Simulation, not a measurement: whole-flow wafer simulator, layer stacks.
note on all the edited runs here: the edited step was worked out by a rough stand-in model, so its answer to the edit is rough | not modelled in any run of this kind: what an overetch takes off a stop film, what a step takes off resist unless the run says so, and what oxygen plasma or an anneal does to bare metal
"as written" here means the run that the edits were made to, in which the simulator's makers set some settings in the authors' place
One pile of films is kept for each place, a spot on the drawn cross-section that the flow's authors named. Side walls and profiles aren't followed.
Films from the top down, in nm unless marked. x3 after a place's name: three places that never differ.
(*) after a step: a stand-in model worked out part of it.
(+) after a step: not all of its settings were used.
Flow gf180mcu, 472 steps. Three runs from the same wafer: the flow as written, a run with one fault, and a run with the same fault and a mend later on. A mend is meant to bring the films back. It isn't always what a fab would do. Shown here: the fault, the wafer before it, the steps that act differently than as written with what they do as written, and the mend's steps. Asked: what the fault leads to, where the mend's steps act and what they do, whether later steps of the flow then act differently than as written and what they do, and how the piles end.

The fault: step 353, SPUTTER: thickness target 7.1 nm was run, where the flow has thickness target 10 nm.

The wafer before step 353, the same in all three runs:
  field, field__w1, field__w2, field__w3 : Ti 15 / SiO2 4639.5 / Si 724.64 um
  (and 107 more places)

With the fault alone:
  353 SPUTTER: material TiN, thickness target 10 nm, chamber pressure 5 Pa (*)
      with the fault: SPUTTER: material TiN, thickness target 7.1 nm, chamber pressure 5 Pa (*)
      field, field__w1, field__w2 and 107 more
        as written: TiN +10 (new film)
        with the fault: TiN +7.1 (new film)
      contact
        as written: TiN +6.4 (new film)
        with the fault: TiN +4.55 (new film)
  Later steps of the flow that act differently than as written (1 more step differs only slightly, by at most 2% or 0.5 nm, whichever is larger, and isn't shown):
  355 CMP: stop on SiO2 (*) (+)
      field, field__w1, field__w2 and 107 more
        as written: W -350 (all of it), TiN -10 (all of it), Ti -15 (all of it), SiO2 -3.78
        with the fault: W -350 (all of it), TiN -7.1 (all of it), Ti -15 (all of it), SiO2 -3.75
  At the end the piles differ from the flow's by more than 2% or 0.5 nm, whichever is larger, at contact.
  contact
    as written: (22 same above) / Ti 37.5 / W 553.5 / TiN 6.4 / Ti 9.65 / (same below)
    with the fault: (22 same above) / Ti 37.5 / W 555.4 / TiN 4.55 / Ti 9.65 / (same below)

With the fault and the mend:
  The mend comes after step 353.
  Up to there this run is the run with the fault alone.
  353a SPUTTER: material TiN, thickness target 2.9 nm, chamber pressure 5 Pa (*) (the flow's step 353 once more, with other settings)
      field, field__w1, field__w2 and 107 more
        TiN +2.9
      contact
        TiN +1.85
  No later step of the flow acts differently than as written at any place that is followed.
  At the end the piles are the same as the flow's at every place that both follow.
